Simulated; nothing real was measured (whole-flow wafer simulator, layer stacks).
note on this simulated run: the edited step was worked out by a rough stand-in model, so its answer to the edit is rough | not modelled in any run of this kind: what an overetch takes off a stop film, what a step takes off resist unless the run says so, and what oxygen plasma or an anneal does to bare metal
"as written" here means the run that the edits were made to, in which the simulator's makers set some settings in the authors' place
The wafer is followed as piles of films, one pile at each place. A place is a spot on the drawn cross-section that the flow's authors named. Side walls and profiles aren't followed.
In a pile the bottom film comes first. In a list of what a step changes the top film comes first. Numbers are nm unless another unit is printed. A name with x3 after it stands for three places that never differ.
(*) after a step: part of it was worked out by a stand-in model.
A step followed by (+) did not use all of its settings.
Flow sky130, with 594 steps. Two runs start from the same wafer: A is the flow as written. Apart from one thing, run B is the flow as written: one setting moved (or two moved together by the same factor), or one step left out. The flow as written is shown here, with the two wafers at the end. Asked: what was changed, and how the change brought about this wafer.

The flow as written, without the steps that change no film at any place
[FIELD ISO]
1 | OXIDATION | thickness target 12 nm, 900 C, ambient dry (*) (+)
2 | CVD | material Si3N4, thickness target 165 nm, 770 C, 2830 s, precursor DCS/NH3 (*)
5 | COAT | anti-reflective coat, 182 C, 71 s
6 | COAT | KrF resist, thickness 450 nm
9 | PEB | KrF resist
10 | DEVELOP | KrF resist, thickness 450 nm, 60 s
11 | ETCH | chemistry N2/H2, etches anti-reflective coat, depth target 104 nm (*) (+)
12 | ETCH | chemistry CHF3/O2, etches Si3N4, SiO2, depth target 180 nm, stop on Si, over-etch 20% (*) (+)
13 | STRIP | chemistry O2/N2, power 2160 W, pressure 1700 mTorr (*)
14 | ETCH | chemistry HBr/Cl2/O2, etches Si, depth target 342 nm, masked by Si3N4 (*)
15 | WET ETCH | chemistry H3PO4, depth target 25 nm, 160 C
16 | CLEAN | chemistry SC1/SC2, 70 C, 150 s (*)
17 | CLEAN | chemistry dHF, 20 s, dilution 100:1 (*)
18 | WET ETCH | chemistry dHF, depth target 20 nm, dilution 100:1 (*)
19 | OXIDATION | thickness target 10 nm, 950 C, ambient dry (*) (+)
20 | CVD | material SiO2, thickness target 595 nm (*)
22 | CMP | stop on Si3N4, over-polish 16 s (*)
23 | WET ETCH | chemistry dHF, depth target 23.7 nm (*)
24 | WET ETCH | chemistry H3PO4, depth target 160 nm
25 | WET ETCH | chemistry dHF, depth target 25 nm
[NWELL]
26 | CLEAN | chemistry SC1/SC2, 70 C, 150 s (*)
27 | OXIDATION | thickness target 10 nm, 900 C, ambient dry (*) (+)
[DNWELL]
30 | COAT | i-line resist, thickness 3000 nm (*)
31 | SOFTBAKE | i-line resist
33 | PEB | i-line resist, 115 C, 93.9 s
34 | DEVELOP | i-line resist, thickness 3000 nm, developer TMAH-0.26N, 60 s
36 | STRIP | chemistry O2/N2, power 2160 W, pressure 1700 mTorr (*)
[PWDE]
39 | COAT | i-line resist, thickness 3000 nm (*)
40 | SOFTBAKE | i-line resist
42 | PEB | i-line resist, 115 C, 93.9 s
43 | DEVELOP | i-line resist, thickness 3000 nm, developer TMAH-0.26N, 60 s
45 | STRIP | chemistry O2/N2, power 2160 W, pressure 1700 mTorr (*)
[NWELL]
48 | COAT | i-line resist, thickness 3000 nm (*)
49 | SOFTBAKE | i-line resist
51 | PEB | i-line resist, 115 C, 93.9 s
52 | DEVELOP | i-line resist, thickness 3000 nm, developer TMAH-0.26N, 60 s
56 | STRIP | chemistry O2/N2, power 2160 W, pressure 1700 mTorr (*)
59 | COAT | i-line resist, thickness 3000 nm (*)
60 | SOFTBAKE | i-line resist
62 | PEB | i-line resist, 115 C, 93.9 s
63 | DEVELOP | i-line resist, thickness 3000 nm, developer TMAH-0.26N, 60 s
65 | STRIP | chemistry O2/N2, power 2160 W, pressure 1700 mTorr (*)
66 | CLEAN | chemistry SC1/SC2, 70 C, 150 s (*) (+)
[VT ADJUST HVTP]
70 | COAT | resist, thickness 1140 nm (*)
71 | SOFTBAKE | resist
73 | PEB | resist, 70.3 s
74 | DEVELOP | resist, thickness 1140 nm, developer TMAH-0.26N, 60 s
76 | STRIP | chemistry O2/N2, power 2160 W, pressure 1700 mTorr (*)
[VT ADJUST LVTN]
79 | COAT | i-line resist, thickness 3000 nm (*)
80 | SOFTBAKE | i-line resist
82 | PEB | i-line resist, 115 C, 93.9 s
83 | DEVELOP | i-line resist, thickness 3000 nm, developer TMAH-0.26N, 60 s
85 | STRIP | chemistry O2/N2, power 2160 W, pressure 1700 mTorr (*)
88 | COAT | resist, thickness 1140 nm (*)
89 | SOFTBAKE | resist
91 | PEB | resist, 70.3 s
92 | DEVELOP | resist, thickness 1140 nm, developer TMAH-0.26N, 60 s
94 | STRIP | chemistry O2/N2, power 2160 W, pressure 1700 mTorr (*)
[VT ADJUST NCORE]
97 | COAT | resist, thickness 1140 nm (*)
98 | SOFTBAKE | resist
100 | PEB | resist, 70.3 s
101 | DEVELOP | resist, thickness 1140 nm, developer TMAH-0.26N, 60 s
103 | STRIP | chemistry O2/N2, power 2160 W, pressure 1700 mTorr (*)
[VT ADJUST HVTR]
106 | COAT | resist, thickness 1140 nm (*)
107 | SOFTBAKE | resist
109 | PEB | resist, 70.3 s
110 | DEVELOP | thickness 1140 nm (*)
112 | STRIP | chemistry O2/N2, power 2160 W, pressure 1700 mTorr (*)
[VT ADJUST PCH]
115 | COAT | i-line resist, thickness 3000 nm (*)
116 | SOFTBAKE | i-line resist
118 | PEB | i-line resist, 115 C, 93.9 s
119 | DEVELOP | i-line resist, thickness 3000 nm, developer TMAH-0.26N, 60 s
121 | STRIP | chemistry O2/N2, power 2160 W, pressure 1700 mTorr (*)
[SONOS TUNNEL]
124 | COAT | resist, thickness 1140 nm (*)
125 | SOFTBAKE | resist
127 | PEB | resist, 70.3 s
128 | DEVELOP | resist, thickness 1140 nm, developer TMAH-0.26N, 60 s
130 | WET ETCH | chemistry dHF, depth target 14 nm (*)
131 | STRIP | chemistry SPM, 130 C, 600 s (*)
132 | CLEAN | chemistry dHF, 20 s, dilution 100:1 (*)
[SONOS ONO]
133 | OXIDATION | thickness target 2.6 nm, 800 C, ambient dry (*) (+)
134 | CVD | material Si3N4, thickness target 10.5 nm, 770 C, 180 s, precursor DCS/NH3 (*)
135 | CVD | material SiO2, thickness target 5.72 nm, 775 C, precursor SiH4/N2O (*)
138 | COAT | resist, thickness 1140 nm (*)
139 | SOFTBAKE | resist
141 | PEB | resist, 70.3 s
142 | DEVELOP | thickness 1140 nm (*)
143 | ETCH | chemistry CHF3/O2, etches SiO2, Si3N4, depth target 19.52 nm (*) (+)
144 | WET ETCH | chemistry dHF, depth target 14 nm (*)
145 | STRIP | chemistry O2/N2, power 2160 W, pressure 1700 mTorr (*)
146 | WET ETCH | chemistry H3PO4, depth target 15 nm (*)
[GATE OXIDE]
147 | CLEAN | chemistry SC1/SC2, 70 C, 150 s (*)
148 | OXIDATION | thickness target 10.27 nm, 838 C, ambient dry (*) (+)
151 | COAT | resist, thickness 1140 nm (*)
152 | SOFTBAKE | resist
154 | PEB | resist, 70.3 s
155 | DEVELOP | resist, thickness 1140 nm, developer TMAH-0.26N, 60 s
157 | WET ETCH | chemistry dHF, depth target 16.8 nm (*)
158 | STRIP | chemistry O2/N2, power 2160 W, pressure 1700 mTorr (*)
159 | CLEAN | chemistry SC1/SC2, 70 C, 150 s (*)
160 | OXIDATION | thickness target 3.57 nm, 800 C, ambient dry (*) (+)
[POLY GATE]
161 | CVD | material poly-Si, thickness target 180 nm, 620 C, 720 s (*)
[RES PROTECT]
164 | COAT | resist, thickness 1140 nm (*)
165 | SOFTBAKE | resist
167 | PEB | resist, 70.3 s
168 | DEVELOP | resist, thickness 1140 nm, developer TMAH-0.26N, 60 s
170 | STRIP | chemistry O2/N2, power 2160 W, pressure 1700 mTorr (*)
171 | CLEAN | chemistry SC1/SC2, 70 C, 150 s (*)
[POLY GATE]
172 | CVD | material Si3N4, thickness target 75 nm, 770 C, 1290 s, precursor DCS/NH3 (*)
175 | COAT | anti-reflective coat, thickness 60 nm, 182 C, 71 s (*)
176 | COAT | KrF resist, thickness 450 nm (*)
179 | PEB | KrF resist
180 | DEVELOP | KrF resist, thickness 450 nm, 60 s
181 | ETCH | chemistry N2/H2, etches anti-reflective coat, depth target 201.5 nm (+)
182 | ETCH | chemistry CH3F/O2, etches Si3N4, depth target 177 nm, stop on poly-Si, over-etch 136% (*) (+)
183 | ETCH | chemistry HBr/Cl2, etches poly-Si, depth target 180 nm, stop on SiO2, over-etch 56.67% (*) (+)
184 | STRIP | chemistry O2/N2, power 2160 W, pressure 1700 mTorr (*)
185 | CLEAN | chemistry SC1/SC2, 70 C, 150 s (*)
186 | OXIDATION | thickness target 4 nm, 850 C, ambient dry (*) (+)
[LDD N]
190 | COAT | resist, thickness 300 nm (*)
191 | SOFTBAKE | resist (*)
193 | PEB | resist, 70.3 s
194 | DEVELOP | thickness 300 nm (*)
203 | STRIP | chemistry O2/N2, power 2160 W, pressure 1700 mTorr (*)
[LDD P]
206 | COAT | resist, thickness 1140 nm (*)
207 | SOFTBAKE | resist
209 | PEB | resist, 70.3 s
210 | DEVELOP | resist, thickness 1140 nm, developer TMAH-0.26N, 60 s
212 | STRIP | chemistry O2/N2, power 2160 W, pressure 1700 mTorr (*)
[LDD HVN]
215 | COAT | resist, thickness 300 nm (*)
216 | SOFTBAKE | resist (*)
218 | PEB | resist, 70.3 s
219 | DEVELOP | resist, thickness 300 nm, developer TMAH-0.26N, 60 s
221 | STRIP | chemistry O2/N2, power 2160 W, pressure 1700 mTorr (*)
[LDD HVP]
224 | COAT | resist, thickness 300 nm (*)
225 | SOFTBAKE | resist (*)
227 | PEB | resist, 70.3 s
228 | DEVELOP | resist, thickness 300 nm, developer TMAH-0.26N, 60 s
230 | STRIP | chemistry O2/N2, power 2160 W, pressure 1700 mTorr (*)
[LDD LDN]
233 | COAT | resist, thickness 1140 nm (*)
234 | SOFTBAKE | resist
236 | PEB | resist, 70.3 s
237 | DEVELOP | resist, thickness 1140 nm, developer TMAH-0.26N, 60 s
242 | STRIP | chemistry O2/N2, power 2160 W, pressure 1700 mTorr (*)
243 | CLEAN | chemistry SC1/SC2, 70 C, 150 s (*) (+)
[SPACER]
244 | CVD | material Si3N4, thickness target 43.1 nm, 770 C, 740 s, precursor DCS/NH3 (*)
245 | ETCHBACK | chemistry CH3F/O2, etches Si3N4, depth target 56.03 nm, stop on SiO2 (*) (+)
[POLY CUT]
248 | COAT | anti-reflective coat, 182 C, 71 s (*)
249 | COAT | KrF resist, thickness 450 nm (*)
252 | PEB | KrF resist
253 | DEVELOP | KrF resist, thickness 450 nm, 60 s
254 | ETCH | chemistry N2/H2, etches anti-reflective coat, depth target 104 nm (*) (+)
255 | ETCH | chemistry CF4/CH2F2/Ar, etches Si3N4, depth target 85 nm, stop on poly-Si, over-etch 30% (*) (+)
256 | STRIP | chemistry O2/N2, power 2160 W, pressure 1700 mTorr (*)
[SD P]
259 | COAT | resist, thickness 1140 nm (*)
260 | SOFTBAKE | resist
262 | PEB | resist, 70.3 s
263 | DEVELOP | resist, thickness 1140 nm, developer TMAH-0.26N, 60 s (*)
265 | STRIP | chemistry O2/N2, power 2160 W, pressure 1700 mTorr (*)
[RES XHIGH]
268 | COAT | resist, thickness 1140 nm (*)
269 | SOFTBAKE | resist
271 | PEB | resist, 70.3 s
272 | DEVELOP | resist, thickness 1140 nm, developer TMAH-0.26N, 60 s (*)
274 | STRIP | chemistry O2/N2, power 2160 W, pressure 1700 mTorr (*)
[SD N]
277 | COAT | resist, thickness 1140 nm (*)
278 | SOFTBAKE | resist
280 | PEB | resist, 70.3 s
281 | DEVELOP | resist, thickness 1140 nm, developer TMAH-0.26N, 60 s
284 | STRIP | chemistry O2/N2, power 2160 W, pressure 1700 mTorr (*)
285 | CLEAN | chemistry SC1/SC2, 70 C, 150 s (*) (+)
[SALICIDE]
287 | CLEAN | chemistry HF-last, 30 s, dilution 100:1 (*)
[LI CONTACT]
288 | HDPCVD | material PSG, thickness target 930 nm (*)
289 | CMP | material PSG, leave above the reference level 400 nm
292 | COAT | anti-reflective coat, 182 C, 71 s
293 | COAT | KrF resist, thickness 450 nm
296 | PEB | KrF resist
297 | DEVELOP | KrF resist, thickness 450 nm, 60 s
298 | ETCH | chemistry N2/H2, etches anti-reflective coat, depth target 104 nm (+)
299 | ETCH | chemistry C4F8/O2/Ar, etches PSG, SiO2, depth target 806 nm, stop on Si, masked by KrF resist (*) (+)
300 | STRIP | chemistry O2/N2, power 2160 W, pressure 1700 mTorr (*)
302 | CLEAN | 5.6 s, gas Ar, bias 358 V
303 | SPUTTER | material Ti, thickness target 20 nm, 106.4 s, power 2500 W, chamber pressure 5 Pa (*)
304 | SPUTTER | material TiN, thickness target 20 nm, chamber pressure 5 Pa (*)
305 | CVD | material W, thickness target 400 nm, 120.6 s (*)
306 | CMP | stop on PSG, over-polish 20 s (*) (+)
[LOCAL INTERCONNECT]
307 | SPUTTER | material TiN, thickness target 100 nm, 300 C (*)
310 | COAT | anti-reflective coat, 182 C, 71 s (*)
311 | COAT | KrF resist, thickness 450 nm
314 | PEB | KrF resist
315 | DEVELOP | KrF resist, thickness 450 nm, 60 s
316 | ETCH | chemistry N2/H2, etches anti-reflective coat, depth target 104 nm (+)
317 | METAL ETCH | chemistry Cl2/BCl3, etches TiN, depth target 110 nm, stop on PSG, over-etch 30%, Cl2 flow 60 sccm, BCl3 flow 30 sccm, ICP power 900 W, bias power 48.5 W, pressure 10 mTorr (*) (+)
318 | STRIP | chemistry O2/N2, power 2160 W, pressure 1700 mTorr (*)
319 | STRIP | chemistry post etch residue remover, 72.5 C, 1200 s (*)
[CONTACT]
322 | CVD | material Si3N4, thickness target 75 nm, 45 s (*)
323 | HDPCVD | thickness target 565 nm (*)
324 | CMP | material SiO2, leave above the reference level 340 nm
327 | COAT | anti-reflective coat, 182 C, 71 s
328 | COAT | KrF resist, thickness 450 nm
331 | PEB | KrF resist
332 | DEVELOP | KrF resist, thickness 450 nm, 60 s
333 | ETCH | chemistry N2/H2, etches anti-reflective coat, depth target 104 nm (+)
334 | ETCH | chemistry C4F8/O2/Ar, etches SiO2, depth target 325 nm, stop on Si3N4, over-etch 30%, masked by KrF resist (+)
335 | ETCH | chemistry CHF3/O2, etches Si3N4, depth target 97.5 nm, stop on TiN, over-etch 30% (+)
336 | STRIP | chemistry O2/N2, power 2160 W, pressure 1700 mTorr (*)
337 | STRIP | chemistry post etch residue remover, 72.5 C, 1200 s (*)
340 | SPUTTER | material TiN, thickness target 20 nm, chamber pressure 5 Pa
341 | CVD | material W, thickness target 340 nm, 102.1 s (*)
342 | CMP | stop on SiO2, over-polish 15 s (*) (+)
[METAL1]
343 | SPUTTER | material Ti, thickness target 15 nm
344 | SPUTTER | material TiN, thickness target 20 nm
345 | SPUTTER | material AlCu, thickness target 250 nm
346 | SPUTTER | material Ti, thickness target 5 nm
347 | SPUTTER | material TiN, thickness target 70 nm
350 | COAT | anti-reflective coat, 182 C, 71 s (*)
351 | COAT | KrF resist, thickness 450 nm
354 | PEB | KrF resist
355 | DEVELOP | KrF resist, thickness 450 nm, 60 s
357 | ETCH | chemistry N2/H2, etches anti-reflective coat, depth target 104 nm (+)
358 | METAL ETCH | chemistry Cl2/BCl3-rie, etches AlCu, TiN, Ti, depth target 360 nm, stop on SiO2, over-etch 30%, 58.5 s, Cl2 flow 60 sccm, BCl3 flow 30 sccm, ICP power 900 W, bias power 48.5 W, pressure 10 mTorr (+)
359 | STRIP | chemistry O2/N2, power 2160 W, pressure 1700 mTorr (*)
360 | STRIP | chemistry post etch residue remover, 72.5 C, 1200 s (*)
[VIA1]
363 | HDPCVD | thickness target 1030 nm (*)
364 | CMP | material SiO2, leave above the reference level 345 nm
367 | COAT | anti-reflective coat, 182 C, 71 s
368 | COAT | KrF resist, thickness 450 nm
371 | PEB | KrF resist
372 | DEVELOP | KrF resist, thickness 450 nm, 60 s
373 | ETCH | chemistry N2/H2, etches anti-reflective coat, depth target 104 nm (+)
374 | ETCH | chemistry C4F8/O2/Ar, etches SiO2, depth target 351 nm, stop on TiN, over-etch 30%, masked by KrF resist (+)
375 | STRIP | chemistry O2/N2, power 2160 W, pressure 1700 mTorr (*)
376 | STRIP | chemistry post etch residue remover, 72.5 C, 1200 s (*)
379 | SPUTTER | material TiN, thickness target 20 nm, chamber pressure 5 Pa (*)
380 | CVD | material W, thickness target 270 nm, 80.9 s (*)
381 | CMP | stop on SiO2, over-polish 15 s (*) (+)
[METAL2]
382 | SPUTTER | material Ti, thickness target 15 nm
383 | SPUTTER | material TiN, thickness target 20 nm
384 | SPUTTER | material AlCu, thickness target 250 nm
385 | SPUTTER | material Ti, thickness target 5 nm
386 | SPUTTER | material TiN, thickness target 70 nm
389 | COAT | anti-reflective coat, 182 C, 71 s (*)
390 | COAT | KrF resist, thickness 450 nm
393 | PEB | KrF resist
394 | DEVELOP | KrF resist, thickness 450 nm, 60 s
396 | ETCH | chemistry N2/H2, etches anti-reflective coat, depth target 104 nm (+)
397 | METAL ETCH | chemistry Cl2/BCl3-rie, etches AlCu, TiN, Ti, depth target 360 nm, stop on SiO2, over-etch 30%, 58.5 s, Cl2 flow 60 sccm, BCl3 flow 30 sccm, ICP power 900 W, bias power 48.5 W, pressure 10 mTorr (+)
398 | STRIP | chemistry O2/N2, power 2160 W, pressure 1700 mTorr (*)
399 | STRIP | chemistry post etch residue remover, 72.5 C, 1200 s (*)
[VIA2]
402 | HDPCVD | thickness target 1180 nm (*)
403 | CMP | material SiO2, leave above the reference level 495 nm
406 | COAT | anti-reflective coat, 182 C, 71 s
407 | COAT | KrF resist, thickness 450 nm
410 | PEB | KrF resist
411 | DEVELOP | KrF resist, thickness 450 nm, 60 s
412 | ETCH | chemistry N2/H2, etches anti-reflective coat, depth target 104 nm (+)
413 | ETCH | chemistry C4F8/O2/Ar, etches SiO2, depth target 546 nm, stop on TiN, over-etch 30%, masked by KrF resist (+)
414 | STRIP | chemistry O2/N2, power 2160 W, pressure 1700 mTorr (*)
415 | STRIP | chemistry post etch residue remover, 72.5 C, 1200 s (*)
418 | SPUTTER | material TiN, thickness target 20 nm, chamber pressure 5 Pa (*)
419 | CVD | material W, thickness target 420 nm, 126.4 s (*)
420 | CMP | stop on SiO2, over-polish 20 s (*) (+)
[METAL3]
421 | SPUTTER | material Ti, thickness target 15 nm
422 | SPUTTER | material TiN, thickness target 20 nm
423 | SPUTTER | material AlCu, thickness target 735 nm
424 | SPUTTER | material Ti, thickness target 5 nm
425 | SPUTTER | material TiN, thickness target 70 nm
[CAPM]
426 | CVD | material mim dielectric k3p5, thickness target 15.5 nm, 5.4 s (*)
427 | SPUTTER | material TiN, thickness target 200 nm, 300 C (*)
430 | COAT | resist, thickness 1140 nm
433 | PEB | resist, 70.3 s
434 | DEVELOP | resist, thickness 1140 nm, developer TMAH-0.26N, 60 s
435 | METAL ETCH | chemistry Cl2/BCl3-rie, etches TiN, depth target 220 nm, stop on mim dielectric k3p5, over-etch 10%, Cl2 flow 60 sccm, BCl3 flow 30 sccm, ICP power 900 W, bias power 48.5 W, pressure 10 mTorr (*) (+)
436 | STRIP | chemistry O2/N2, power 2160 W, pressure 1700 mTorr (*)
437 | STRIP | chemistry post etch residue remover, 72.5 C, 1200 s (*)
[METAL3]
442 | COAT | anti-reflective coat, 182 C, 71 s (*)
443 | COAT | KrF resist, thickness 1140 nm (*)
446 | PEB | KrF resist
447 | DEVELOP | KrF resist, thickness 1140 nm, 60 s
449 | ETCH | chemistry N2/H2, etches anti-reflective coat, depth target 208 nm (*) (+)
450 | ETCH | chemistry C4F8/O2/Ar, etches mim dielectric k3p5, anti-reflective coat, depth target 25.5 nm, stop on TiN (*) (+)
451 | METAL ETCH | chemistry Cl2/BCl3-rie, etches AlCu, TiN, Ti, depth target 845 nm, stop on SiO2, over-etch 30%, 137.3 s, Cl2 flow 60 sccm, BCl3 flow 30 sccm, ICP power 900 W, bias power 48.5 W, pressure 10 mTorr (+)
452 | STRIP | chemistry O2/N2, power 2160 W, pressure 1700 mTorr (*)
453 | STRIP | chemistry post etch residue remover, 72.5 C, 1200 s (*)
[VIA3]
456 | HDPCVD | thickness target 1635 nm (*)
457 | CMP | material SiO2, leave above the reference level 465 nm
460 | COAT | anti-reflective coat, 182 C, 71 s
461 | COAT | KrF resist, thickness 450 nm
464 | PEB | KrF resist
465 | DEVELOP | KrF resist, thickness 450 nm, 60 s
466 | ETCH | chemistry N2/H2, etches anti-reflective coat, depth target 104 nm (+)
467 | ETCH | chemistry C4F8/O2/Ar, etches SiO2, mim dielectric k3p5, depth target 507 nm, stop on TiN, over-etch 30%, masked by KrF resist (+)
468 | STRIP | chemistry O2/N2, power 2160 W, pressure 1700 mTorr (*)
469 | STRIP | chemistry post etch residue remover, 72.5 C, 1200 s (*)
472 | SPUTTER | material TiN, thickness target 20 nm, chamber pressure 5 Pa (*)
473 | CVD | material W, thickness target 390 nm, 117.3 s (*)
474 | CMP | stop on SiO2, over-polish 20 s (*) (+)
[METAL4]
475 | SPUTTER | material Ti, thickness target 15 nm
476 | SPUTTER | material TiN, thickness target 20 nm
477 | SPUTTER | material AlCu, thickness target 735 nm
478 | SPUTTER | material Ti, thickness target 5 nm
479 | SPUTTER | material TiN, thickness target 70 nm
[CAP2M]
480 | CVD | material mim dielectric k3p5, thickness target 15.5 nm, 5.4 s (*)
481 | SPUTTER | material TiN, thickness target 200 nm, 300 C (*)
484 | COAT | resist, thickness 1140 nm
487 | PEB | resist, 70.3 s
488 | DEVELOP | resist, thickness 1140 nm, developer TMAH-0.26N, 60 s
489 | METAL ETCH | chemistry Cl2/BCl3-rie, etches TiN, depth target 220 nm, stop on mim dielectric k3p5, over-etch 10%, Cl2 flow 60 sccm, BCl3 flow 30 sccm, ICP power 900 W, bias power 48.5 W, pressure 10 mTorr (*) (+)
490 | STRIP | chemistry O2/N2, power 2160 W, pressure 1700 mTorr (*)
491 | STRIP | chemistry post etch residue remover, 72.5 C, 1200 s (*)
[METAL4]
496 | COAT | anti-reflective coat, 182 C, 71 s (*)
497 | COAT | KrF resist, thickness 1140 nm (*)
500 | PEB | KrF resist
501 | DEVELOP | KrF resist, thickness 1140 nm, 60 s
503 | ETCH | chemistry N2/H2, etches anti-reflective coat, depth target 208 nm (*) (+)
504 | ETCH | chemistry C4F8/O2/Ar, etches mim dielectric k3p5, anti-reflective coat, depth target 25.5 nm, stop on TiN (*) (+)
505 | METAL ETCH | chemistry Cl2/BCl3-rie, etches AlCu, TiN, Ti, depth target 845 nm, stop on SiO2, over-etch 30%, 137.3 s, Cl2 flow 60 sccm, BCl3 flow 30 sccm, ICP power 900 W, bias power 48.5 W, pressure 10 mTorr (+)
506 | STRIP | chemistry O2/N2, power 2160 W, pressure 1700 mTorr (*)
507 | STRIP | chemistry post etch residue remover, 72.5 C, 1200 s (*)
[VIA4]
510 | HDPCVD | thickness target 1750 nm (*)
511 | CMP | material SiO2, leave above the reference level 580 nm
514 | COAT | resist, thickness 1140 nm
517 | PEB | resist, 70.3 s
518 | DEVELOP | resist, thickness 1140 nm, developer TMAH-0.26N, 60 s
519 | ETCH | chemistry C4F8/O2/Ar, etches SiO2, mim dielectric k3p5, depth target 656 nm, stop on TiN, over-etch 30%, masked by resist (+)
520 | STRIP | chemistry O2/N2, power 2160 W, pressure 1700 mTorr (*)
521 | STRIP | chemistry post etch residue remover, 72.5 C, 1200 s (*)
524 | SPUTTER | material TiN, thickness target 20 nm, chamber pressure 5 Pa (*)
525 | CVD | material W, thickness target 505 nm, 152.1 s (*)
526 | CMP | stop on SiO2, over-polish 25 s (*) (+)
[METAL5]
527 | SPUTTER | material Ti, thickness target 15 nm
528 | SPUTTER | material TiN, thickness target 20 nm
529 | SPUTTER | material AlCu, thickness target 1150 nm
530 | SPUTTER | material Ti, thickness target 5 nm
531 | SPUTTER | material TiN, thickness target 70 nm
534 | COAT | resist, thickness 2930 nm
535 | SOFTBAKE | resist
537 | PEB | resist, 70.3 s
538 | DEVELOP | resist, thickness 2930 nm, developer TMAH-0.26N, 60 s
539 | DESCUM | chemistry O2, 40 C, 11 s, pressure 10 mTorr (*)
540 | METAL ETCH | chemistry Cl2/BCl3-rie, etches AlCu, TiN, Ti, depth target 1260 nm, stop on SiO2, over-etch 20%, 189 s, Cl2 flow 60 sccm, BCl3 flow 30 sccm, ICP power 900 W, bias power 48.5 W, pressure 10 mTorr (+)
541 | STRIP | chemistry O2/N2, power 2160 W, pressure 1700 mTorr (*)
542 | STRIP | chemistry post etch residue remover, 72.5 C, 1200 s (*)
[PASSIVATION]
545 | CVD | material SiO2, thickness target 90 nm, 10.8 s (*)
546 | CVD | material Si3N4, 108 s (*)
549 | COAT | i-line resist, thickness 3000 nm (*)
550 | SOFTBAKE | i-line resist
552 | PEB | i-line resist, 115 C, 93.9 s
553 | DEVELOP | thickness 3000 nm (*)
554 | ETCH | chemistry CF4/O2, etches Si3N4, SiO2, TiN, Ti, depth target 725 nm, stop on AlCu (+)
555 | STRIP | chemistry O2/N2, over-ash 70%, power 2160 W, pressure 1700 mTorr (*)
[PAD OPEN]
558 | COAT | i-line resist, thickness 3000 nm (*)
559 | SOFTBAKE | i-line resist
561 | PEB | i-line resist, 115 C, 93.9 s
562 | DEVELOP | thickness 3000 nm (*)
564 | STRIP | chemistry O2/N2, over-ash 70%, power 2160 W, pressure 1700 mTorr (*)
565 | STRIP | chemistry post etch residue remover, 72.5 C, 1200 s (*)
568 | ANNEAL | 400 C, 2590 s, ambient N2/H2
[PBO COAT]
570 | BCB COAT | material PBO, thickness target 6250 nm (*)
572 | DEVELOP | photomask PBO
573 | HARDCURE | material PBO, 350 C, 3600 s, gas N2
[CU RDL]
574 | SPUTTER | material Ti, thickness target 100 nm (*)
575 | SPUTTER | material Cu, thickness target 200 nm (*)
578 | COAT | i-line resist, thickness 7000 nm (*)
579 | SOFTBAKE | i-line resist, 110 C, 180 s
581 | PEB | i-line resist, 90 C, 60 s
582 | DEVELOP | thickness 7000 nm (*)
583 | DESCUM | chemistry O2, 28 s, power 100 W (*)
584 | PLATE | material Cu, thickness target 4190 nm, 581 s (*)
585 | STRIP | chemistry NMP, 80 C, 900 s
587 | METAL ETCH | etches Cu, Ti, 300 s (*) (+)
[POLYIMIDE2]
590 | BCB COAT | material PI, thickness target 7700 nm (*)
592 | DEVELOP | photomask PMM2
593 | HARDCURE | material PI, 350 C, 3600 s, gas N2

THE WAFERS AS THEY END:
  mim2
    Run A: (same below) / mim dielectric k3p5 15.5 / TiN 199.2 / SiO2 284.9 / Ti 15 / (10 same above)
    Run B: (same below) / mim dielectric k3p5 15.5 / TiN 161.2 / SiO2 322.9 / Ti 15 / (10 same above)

Cause: step 481, SPUTTER: thickness target 162 nm was run, whereas the flow has thickness target 200 nm.

Step by step, how the change led to this:
  481 | SPUTTER | material TiN, thickness target 200 nm, 300 C (*)
      field, active, n_well and 189 more: A TiN gains 200 (new film) | B TiN gains 162 (new film)
  489 | METAL ETCH | chemistry Cl2/BCl3-rie, etches TiN, depth target 220 nm, stop on mim dielectric k3p5, over-etch 10%, Cl2 flow 60 sccm, BCl3 flow 30 sccm, ICP power 900 W, bias power 48.5 W, pressure 10 mTorr (*) (+)
      field, active, n_well and 188 more: A TiN loses 200 (all of it) | B TiN loses 162 (all of it)
      mim2: A resist loses 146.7 | B resist loses 118.8
  490 | STRIP | chemistry O2/N2, power 2160 W, pressure 1700 mTorr (*)
      mim2: A resist loses 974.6 (all of it) | B resist loses 1002.5 (all of it)
  496 | COAT | anti-reflective coat, 182 C, 71 s (*)
      iso_guard__w2: A anti-reflective coat gains 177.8 (new film) | B anti-reflective coat gains 152.8 (new film)
      mim2: A anti-reflective coat gains 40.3 (new film) | B anti-reflective coat gains 32.4 (new film)
  497 | COAT | KrF resist, thickness 1140 nm (*)
      mim2: A KrF resist gains 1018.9 (new film) | B KrF resist gains 1054.7 (new film)
  506 | STRIP | chemistry O2/N2, power 2160 W, pressure 1700 mTorr (*)
      iso_guard__w2: A KrF resist loses 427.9 (all of it), anti-reflective coat loses 177.8 (all of it) | B KrF resist loses 444.7 (all of it), anti-reflective coat loses 152.8 (all of it)
      mim2: A KrF resist loses 372.1 (all of it), anti-reflective coat loses 40.3 (all of it) | B KrF resist loses 407.8 (all of it), anti-reflective coat loses 32.4 (all of it)
  511 | CMP | material SiO2, leave above the reference level 580 nm
      mim2: A SiO2 loses 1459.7 | B SiO2 loses 1421.7
